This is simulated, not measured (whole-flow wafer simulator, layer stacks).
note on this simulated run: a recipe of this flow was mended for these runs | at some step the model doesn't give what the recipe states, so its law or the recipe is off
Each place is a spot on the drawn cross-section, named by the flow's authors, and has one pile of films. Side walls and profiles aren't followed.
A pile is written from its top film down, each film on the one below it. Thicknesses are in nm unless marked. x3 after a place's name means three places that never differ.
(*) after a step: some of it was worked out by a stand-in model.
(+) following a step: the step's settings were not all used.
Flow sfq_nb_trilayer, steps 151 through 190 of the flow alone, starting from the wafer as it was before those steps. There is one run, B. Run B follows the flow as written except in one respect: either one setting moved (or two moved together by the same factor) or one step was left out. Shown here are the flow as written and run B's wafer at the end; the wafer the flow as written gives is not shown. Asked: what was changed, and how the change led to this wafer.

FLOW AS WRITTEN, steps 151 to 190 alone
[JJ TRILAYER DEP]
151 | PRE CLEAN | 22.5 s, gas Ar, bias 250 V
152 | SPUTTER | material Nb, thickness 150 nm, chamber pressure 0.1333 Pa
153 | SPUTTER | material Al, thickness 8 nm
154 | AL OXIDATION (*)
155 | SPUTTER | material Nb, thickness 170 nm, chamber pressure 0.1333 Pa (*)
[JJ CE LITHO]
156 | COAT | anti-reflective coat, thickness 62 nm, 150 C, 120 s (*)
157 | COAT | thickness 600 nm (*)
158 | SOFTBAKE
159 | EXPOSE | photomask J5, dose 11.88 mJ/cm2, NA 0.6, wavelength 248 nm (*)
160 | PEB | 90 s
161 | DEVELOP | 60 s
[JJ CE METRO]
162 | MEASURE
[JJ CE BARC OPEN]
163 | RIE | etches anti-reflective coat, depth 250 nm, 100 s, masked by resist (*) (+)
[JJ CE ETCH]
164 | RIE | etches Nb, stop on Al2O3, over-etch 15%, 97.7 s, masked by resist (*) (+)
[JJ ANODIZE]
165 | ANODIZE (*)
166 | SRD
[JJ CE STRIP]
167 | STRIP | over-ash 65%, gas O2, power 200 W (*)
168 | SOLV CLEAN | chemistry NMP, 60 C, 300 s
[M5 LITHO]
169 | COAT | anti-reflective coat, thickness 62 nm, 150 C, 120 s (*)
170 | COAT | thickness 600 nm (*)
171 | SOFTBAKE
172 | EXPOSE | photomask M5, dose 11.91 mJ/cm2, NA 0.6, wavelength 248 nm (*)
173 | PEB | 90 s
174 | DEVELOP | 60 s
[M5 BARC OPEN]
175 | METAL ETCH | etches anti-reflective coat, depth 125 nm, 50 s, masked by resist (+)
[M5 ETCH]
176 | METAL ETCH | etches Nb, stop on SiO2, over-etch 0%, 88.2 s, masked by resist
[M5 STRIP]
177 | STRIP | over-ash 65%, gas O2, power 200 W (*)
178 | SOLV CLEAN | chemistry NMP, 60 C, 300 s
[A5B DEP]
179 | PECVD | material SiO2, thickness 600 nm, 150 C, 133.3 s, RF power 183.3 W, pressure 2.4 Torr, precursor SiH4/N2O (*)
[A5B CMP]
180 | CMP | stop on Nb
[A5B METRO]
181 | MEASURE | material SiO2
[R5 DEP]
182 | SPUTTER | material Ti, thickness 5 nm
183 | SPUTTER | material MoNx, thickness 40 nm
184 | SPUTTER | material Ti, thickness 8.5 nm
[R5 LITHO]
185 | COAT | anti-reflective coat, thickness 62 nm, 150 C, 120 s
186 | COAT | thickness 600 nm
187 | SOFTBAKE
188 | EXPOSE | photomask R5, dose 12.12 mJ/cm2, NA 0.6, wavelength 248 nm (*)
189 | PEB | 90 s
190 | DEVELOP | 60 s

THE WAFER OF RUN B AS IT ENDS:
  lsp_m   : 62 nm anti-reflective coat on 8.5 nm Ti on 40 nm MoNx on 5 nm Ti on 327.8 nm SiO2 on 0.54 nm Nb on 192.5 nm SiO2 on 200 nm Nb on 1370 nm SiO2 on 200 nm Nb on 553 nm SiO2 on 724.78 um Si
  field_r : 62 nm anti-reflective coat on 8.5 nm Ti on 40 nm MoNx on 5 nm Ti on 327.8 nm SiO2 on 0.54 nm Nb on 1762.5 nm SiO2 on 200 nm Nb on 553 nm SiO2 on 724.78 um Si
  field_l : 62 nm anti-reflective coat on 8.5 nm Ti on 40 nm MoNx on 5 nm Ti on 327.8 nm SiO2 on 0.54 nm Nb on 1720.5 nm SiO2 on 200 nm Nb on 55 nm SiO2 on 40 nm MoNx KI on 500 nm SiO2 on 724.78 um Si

Cause: step 176, METAL ETCH: 60.31 s was run, whereas the flow has 88.2 s.

Step by step, how the change led to this:
  176 | METAL ETCH | etches Nb, stop on SiO2, over-etch 0%, 88.2 s, masked by resist
      field_l, res, r_end and 47 more: -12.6 Al2O3 (all of it), -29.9 Nb2O5 (all of it), -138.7 Nb (in the flow as written it would be: -12.6 Al2O3 (all of it), -29.9 Nb2O5 (all of it), -139.2 Nb (all of it), -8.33 SiO2)
      r_sur, wl_a_sl, wl_a_m6: -12.5 Al2O3 (all of it), -29.9 Nb2O5 (all of it), -138.7 Nb (in the flow as written it would be: -12.5 Al2O3 (all of it), -29.9 Nb2O5 (all of it), -139.2 Nb (all of it), -8.33 SiO2)
      (also at 53 further places)
  177 | STRIP | over-ash 65%, gas O2, power 200 W (*)
      l0r_line_l x3, l0r_space_c x22, m0r_space_l x2, r5r_line_l x3: -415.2 KrF-resist-other-grade (all of it), -62 anti-reflective coat (all of it) (in the flow as written it would be: -373.3 KrF-resist-other-grade (all of it), -62 anti-reflective coat (all of it))
      v_sur: -408.4 KrF-resist-other-grade (all of it), -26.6 anti-reflective coat (all of it) (in the flow as written it would be: -366.5 KrF-resist-other-grade (all of it), -26.6 anti-reflective coat (all of it))
      (also at 22 further places)
  179 | PECVD | material SiO2, thickness 600 nm, 150 C, 133.3 s, RF power 183.3 W, pressure 2.4 Torr, precursor SiH4/N2O (*)
      field_l, lsp_m, ln_m6 and 44 more: +600 SiO2 (new film) (in the flow as written it would be: +600 SiO2)
      r_sur, res, r_end, moat, field_r, lsp_l: +593.4 SiO2 (new film) (in the flow as written it would be: +593.1 SiO2)
  180 | CMP | stop on Nb
      field_l, lsp_m, ln_m6 and 42 more: -272.2 SiO2 (in the flow as written it would be: -263.3 SiO2)
      res, r_end, moat, field_r, lsp_l: -265.6 SiO2 (in the flow as written it would be: -256.4 SiO2)
      (also at 3 further places)
Taking metal films that touch as one body, lsp_m has 4 bodies (between them, from the top down: SiO2 327.8; SiO2 192.5; SiO2 1370); the flow as written gives 3 bodies (between them, from the top down: SiO2 520.9; SiO2 1370).
Taking metal films that touch as one body, field_r has 3 bodies (between them, from the top down: SiO2 327.8; SiO2 1762.5); the flow as written gives 2 bodies (between them, from the top down: SiO2 2090.9).
Taking metal films that touch as one body, field_l has 4 bodies (between them, from the top down: SiO2 327.8; SiO2 1720.5; SiO2 55); the flow as written gives 3 bodies (between them, from the top down: SiO2 2048.9; SiO2 55).
